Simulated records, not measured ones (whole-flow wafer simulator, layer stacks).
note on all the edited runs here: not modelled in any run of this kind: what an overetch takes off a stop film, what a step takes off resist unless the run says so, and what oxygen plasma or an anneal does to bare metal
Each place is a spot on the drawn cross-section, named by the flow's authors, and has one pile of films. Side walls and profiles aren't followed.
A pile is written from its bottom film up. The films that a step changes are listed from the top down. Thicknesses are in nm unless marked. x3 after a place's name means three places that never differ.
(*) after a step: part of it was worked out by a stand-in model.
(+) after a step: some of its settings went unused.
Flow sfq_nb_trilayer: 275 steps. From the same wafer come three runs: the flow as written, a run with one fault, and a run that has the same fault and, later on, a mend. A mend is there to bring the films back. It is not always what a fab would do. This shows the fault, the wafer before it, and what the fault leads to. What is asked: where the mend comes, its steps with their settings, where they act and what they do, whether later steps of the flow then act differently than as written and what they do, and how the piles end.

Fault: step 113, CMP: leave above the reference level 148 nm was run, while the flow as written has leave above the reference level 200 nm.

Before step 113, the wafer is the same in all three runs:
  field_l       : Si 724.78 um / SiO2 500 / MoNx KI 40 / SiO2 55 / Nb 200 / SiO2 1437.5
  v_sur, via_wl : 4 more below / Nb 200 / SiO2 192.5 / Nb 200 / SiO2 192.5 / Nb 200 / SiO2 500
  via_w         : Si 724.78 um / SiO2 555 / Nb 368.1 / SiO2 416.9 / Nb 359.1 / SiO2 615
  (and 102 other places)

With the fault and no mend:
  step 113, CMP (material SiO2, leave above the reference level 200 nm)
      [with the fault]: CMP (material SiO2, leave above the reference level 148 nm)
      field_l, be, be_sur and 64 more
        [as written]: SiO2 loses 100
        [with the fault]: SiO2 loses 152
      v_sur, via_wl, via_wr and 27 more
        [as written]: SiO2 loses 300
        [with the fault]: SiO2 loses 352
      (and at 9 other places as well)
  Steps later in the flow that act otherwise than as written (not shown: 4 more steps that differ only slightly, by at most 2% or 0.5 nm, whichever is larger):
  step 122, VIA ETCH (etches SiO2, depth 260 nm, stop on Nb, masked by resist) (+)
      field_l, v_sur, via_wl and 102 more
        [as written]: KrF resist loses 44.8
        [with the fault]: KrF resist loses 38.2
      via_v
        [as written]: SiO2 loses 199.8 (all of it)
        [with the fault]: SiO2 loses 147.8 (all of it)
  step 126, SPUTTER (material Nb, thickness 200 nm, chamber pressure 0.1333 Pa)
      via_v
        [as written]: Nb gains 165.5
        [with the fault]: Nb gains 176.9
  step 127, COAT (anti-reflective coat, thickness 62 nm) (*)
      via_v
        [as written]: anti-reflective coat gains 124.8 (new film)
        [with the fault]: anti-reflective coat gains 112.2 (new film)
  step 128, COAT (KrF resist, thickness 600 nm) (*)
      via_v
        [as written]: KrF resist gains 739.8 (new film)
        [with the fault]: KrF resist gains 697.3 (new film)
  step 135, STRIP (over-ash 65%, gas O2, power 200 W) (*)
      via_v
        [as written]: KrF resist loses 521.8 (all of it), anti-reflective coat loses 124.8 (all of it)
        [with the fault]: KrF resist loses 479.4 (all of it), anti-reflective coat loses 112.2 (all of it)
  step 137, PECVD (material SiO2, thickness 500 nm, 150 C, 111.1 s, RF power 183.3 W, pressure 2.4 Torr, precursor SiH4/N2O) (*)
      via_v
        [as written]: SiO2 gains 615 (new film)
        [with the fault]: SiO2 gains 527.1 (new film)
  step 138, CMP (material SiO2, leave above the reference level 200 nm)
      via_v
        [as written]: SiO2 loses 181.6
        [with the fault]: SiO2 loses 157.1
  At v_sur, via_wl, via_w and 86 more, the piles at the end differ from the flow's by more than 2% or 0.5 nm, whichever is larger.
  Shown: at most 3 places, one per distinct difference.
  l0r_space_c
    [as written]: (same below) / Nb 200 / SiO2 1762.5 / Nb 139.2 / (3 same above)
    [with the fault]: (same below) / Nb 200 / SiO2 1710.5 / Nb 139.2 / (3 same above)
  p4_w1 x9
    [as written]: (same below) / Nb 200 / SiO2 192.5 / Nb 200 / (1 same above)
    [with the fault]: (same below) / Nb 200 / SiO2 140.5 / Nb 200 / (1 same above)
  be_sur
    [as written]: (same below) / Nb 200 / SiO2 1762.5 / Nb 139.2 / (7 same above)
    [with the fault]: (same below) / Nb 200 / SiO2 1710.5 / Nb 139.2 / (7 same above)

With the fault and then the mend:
  The mend follows step 120.
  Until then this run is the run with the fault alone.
  step 120a, STRIP (over-ash 65%, gas O2, power 200 W) (*)
      field_l, v_sur, via_wl and 102 more
        KrF resist loses 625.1 (all of it), anti-reflective coat loses 62 (all of it)
      via_v
        anti-reflective coat loses 62 (all of it)
  step 120b, PECVD (material SiO2, thickness 52 nm, 150 C, 11.56 s, RF power 183.3 W, pressure 2.4 Torr, precursor SiH4/N2O) (the flow's step 112 again, with other settings)
      field_l, v_sur, via_wl and 103 more
        SiO2 gains 52
  step 120c, COAT (anti-reflective coat, thickness 62 nm) (the flow's step 115 again)
      field_l, v_sur, via_wl and 103 more
        anti-reflective coat gains 62 (new film)
  step 120d, COAT (KrF resist, thickness 650 nm) (the flow's step 116 again)
      field_l, v_sur, via_wl and 103 more
        KrF resist gains 650 (new film)
  step 120e, SOFTBAKE (KrF resist) (the flow's step 117 again)
      does not change any film at any place that is followed
  step 120f, EXPOSE (photomask I3, dose 11.91 mJ/cm2, NA 0.6, wavelength 248 nm) (*) (the flow's step 118 again)
      does not change any film at any place that is followed
  step 120g, PEB (KrF resist, 90 s) (the flow's step 119 again)
      field_l, v_sur, via_wl and 103 more
        KrF resist loses 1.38
  step 120h, DEVELOP (KrF resist, thickness 650 nm, 60 s) (the flow's step 120 again)
      field_l, v_sur, via_wl and 102 more
        KrF resist loses 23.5
      via_v
        KrF resist loses 648.6 (all of it)
  Later steps of the flow that are run all act as written at every place that is followed, up to a difference of at most 2% or 0.5 nm, whichever is larger.
  The piles end the same as the flow's at every place that both follow.
